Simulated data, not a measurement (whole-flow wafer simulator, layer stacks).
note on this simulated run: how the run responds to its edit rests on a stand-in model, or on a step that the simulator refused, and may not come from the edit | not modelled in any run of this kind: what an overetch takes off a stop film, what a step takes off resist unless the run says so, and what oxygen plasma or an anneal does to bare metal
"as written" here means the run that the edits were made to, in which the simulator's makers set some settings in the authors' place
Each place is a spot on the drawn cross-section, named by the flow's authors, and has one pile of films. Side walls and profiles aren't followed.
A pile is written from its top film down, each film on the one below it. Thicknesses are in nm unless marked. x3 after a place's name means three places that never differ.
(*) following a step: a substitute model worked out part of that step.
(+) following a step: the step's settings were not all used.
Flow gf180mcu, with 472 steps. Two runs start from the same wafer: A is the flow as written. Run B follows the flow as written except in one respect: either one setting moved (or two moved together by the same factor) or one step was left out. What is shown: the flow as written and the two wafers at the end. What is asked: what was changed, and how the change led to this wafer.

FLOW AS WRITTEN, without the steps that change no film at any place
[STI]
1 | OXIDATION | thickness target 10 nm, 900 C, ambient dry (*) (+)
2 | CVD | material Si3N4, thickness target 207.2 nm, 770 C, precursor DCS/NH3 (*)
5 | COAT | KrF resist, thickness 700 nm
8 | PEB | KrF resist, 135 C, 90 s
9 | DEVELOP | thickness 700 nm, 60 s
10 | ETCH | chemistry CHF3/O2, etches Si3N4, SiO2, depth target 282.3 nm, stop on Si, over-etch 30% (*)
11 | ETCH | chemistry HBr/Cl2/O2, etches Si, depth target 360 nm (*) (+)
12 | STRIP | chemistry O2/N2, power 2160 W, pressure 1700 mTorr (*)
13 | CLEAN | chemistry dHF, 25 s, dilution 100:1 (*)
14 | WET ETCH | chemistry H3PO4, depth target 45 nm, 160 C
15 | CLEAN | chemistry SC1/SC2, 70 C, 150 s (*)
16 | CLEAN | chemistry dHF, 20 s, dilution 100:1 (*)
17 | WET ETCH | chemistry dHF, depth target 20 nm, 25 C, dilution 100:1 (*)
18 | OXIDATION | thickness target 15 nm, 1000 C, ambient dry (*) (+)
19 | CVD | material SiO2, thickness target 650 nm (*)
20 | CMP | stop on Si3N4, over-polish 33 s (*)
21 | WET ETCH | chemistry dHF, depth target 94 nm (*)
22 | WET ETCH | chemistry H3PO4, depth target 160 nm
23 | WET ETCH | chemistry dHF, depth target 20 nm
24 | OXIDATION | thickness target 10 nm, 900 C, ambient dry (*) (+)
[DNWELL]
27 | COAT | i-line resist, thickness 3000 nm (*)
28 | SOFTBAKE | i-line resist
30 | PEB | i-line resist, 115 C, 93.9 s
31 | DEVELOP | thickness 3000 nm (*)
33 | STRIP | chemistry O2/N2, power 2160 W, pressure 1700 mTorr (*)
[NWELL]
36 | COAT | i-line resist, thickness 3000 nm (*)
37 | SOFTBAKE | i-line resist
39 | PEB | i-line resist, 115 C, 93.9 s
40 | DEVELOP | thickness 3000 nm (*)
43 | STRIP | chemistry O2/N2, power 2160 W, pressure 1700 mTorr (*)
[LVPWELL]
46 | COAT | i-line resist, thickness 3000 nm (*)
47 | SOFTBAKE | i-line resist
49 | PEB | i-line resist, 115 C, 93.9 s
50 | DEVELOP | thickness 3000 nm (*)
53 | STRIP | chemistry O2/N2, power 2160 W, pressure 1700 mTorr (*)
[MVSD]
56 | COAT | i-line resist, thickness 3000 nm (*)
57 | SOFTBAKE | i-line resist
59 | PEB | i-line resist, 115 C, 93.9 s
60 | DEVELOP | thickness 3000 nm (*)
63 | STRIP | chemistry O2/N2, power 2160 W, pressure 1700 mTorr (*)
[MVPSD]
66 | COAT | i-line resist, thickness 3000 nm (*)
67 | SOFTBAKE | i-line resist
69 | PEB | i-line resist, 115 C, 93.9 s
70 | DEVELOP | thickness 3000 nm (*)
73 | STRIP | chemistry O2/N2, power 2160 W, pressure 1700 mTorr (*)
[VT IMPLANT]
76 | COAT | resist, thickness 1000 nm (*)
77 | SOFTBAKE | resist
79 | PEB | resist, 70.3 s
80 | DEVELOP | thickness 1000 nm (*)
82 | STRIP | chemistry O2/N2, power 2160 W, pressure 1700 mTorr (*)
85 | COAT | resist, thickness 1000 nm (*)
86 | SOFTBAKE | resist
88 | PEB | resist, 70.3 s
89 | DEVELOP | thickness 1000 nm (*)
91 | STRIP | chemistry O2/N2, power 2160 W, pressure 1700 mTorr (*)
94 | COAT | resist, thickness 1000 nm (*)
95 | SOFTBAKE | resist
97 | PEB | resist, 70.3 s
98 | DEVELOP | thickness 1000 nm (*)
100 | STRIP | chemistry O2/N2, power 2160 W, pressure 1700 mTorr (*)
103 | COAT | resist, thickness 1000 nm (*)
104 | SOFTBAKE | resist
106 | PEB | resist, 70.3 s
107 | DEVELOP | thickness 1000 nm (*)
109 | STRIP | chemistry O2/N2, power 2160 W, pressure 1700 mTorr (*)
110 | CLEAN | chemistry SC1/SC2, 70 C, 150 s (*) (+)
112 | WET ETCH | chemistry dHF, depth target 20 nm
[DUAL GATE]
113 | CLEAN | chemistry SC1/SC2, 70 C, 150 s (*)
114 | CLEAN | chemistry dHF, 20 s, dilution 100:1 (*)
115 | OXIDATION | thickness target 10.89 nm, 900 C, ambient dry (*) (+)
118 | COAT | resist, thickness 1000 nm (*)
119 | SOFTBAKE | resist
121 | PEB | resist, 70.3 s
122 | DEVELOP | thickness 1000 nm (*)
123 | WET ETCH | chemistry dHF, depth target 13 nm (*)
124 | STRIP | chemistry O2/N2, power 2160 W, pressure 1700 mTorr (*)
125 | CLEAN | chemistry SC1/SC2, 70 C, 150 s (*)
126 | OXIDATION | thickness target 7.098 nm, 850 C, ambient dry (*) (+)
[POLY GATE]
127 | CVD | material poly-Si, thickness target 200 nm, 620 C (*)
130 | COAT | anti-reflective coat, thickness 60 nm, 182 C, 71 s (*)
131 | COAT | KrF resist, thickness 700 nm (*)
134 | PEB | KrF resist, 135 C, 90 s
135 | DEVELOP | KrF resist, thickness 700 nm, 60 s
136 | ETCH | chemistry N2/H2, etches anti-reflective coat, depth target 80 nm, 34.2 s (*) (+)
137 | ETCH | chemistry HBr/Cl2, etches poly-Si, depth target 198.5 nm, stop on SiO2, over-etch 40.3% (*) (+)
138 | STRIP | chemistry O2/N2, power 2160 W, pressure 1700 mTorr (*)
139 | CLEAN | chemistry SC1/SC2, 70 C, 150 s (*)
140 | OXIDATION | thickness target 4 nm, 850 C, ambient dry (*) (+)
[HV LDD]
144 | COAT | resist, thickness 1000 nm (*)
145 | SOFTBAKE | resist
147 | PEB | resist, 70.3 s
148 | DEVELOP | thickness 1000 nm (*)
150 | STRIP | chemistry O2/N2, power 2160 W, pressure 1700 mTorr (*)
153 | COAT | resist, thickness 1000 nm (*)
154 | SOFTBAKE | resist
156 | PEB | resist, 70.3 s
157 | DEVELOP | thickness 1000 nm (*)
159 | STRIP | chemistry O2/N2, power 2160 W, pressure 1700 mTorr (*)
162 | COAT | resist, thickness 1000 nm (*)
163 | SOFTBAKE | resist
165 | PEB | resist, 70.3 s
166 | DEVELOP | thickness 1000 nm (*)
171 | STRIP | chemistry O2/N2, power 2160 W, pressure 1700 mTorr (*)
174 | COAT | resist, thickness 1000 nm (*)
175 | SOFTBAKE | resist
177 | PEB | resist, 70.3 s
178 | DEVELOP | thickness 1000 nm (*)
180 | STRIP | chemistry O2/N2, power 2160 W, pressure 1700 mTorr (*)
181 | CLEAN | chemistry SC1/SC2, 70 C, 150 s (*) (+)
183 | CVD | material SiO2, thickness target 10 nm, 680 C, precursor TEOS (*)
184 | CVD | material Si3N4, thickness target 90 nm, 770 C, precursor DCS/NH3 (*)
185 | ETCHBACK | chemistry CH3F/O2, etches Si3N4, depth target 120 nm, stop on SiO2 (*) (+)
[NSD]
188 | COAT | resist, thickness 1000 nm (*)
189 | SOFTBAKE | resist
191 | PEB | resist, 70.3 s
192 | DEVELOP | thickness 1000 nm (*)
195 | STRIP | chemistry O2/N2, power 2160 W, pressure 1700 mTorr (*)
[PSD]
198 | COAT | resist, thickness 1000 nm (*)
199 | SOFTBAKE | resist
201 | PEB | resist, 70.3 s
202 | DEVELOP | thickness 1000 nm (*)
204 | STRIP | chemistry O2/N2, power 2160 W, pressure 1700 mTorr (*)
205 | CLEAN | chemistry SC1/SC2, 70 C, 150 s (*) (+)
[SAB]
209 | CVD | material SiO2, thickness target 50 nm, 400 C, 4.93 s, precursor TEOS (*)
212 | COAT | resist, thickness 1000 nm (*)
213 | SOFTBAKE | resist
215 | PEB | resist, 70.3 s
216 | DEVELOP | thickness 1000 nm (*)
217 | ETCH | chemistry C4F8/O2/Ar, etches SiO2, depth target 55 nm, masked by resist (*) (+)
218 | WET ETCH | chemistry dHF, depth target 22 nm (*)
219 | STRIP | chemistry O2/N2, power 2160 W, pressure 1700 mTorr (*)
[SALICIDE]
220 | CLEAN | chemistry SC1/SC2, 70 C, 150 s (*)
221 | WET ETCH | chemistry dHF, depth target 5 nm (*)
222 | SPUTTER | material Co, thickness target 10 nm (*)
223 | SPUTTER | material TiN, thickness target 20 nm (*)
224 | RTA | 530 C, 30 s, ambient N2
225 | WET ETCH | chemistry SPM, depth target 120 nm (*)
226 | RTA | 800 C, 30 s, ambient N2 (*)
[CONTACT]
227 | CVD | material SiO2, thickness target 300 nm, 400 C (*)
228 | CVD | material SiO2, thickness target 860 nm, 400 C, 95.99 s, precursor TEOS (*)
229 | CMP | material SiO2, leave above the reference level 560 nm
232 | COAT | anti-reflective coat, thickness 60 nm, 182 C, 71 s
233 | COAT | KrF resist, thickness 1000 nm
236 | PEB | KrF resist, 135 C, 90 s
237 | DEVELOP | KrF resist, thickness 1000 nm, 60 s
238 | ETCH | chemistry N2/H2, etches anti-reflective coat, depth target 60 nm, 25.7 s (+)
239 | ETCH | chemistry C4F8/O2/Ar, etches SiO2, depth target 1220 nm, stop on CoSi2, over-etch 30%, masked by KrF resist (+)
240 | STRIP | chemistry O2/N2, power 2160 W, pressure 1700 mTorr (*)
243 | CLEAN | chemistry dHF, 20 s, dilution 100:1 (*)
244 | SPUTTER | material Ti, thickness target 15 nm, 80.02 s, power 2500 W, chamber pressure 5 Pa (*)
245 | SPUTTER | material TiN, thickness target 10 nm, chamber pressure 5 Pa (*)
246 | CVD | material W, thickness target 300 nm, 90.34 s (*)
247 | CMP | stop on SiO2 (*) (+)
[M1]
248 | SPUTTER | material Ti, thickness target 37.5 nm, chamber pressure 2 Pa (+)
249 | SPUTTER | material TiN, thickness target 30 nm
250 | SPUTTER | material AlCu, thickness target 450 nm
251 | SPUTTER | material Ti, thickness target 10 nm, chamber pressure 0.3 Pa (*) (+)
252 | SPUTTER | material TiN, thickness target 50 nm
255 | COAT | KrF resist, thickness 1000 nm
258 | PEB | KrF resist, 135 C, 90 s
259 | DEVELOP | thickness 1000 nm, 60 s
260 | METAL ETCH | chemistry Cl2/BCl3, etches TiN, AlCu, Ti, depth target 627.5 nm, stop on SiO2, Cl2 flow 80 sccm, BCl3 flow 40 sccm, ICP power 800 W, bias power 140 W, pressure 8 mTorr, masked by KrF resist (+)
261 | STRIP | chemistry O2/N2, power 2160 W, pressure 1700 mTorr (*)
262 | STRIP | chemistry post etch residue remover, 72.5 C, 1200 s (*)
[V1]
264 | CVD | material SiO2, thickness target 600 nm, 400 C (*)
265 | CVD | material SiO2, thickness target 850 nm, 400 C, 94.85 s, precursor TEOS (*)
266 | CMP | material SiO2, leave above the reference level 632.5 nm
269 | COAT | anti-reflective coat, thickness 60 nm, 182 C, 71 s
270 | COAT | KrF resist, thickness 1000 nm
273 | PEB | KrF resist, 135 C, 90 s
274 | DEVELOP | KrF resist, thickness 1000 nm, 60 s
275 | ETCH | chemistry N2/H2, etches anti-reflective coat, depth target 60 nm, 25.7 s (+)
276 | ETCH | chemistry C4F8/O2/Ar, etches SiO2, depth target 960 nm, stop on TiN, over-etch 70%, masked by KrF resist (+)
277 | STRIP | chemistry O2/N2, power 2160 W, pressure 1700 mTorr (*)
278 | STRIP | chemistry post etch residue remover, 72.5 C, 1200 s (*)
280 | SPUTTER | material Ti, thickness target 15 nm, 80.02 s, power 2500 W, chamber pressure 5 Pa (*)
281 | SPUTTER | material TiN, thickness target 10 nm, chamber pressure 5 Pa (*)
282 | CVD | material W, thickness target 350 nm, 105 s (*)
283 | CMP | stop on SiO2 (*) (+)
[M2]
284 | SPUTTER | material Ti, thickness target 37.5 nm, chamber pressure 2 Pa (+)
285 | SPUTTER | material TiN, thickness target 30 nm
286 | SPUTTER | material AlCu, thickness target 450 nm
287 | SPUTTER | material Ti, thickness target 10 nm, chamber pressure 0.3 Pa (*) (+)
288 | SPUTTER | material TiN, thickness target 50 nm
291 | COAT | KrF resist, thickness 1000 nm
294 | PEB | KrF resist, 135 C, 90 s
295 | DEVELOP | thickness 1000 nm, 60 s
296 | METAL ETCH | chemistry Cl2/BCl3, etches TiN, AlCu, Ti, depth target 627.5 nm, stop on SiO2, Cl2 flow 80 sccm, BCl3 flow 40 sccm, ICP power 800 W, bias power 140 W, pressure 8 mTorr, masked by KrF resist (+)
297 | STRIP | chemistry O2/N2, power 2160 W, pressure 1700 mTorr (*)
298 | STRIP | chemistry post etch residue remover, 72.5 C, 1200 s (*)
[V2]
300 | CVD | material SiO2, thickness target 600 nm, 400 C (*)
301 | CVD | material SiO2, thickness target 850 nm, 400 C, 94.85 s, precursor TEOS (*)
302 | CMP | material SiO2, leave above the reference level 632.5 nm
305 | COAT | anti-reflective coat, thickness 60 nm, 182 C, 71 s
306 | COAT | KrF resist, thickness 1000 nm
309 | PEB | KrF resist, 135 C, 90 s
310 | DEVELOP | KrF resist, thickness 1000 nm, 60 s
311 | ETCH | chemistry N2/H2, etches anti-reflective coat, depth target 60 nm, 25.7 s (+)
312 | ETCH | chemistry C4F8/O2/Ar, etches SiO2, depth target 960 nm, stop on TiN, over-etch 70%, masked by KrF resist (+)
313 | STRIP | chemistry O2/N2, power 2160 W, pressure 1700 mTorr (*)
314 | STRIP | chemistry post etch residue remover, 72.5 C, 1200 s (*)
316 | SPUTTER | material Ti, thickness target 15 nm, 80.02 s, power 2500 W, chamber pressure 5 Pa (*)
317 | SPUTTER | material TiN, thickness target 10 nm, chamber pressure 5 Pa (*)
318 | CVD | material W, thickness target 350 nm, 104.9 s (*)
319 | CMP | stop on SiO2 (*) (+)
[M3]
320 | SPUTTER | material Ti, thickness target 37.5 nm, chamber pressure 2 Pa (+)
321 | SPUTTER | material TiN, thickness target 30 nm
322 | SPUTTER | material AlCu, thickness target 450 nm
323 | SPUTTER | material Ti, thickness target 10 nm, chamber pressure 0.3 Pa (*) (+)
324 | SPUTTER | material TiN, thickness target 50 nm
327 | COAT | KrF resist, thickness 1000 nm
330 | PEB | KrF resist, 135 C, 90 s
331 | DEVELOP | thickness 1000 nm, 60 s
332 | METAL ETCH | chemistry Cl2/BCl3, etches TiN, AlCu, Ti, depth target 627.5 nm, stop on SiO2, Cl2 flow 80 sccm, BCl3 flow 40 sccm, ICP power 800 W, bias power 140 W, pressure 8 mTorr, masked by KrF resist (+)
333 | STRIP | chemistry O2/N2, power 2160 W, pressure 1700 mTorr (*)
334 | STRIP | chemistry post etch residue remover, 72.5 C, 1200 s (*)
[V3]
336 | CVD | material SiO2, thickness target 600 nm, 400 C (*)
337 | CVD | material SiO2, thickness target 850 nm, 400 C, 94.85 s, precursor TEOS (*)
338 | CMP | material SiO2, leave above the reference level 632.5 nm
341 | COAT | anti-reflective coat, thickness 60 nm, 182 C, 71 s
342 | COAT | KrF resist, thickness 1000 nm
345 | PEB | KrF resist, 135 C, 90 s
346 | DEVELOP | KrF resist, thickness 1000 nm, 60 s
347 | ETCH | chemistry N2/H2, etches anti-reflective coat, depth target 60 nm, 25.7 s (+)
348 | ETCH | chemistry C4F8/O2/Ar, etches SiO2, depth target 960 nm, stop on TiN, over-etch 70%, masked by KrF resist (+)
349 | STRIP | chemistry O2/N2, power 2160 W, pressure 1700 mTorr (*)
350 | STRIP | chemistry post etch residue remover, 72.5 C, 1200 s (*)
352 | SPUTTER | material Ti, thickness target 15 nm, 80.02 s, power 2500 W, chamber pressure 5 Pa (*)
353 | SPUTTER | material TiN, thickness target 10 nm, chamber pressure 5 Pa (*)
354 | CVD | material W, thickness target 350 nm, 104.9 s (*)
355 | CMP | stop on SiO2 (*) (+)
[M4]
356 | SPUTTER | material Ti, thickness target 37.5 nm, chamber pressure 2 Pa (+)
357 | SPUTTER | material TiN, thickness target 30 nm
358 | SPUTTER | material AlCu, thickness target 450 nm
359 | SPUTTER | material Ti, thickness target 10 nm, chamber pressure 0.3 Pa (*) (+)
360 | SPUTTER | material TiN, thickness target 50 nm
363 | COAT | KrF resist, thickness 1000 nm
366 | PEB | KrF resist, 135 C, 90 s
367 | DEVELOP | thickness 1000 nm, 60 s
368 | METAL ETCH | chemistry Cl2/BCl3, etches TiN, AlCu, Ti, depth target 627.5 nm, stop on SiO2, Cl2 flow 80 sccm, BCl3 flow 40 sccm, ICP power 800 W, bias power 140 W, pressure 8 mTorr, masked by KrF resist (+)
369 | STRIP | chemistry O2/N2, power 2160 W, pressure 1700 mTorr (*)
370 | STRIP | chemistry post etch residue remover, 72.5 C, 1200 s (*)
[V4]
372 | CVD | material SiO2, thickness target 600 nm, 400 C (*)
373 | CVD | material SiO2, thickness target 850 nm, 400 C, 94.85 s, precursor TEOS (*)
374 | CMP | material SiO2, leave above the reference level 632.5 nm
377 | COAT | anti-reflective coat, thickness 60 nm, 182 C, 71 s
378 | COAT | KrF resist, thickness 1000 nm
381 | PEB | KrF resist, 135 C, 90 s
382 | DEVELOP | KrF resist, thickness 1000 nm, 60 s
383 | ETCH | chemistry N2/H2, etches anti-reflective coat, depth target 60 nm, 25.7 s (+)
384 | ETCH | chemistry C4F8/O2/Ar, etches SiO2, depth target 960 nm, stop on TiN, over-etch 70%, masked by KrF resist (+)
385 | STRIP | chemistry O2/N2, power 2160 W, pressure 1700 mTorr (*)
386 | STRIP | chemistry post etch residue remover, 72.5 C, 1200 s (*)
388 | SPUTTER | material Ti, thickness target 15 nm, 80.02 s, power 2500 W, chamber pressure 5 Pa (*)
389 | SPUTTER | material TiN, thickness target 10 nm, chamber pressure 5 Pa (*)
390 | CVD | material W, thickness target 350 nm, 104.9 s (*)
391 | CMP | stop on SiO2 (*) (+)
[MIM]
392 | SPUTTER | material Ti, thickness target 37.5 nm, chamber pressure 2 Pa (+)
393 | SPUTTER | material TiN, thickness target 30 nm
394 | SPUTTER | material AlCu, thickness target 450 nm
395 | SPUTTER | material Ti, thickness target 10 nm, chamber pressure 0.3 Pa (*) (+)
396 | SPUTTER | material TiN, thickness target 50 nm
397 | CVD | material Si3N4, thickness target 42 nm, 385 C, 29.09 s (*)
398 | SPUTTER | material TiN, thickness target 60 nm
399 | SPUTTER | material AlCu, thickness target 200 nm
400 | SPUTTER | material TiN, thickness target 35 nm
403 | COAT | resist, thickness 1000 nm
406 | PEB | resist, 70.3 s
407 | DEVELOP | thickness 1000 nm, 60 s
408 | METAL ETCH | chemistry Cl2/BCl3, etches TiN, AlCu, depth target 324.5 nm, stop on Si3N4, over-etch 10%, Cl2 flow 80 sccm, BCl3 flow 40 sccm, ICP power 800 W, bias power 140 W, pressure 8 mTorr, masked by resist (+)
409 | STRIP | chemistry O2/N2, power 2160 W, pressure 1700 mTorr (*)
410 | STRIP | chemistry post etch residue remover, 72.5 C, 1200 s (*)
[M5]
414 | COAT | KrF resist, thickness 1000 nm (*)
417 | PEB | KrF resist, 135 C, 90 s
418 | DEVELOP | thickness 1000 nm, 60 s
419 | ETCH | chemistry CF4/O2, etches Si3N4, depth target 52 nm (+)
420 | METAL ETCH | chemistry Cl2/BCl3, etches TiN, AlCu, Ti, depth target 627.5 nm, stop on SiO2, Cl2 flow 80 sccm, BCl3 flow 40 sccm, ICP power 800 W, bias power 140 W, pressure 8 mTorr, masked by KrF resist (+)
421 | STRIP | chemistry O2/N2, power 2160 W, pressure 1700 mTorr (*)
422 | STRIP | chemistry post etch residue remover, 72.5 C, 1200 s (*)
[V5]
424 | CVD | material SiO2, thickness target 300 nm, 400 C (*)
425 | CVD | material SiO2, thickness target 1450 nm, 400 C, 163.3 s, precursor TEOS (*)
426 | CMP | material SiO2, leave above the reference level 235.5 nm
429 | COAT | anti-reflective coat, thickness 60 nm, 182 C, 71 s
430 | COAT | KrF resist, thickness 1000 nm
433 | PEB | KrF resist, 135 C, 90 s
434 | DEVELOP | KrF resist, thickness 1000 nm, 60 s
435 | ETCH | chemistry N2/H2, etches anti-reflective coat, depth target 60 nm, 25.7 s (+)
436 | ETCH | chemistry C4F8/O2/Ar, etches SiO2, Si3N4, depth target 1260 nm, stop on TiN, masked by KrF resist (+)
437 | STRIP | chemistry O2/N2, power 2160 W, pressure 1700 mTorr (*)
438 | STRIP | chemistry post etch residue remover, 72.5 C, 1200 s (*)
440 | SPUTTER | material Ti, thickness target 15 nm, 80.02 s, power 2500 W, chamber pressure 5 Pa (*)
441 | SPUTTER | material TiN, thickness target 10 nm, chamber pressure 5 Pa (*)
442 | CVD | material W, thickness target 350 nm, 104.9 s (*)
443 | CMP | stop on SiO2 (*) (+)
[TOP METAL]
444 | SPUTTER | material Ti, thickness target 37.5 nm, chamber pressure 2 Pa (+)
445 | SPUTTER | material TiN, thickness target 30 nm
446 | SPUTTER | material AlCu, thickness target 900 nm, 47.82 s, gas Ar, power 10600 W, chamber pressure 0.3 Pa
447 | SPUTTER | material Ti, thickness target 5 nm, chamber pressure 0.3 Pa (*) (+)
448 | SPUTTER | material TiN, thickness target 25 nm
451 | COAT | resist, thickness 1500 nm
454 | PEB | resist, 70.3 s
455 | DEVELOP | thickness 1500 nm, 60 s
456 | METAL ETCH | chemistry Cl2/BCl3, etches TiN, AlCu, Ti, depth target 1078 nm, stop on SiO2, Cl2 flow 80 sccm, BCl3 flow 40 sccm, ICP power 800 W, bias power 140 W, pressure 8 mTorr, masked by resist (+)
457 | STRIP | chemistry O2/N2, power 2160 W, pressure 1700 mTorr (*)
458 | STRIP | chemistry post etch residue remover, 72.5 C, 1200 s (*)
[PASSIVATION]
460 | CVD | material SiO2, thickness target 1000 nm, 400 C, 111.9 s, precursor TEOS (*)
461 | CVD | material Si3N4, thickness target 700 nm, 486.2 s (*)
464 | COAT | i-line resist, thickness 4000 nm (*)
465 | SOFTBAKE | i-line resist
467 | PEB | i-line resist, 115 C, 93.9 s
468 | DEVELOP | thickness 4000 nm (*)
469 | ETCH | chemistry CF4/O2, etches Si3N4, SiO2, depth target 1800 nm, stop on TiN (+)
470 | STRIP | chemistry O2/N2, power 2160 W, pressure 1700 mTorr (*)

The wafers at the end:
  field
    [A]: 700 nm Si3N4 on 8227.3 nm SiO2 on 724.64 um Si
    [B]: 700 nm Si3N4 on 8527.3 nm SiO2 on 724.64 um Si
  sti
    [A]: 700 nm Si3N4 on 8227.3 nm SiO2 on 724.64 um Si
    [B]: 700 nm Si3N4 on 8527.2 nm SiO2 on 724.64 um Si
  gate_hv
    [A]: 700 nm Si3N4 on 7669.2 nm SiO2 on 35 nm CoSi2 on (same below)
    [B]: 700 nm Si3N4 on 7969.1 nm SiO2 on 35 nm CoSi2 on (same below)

The reason: step 374, CMP: leave above the reference level 980.4 nm was run, though the flow has leave above the reference level 632.5 nm.

Step by step, how the change led to this:
  374 | CMP | material SiO2, leave above the reference level 632.5 nm
      field, field__w1, field__w2 and 103 more: A -300 SiO2 | B nothing
      field__w8, contact, m1, m1__w1, m1_nw: A -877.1 SiO2 | B -529.2 SiO2
  377 | COAT | anti-reflective coat, thickness 60 nm, 182 C, 71 s
      field: A +60 anti-reflective coat (new film) | B +79.1 anti-reflective coat (new film)
      field__w8: A +60 anti-reflective coat (new film) | B +33.4 anti-reflective coat (new film)
      (and at 11 other places as well)
  383 | ETCH | chemistry N2/H2, etches anti-reflective coat, depth target 60 nm, 25.7 s (+)
      contact: A -60 anti-reflective coat (all of it), -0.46 SiO2 | B -35.5 anti-reflective coat (all of it), -1.09 SiO2
  384 | ETCH | chemistry C4F8/O2/Ar, etches SiO2, depth target 960 nm, stop on TiN, over-etch 70%, masked by KrF resist (+)
      contact: A -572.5 SiO2 (all of it) | B -919.7 SiO2 (all of it)
  385 | STRIP | chemistry O2/N2, power 2160 W, pressure 1700 mTorr (*)
      field: A -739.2 KrF resist (all of it), -60 anti-reflective coat (all of it) | B -729.9 KrF resist (all of it), -79.1 anti-reflective coat (all of it)
      field__w8: A -739.2 KrF resist (all of it), -60 anti-reflective coat (all of it) | B -734.4 KrF resist (all of it), -33.4 anti-reflective coat (all of it)
      (and at 11 other places as well)
  388 | SPUTTER | material Ti, thickness target 15 nm, 80.02 s, power 2500 W, chamber pressure 5 Pa (*)
      contact: A +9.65 Ti (new film) | B +8.11 Ti (new film)
  389 | SPUTTER | material TiN, thickness target 10 nm, chamber pressure 5 Pa (*)
      contact: A +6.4 TiN (new film) | B +5.38 TiN (new film)
  390 | CVD | material W, thickness target 350 nm, 104.9 s (*)
      contact: A +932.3 W (new film) | B +1234.8 W (new film)
  391 | CMP | stop on SiO2 (*) (+)
      field__w8, m1, m1__w1, m1_nw: A -350 W (all of it), -10 TiN (all of it), -15 Ti (all of it), -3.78 SiO2 | B -350 W (all of it), -10 TiN (all of it), -15 Ti (all of it), -5.62 SiO2
  403 | COAT | resist, thickness 1000 nm
      field__w8: A +1000 resist (new film) | B +959.9 resist (new film)
      m1: A +1000 resist (new film) | B +959.6 resist (new film)
      (and at 2 other places as well)
  404 | SOFTBAKE | resist
      field: A nothing | B -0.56 resist
      field__w8: A nothing | B -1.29 resist
      (and at 11 other places as well)
  406 | PEB | resist, 70.3 s
      field__w8, m1, m1__w1: A -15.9 resist | B -15.2 resist
      m1_nw: A -15.9 resist | B -15.3 resist
  407 | DEVELOP | thickness 1000 nm, 60 s
      field__w8: A -984.1 resist (all of it) | B -943.4 resist (all of it)
      m1: A -984.1 resist (all of it) | B -942.8 resist (all of it)
      (and at 2 other places as well)
  414 | COAT | KrF resist, thickness 1000 nm (*)
      field__w8: A +1000 KrF resist (new film) | B +961.4 KrF resist (new film)
      m1: A +1000.5 KrF resist (new film) | B +961.8 KrF resist (new film)
      (and at 2 other places as well)
  421 | STRIP | chemistry O2/N2, power 2160 W, pressure 1700 mTorr (*)
      field__w8: A -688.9 KrF resist (all of it) | B -650.7 KrF resist (all of it)
      m1: A -689.3 KrF resist (all of it) | B -651 KrF resist (all of it)
      (and at 2 other places as well)
  426 | CMP | material SiO2, leave above the reference level 235.5 nm
      field__w8, m1, m1__w1, m1_nw: A -919.6 SiO2 | B -965.7 SiO2
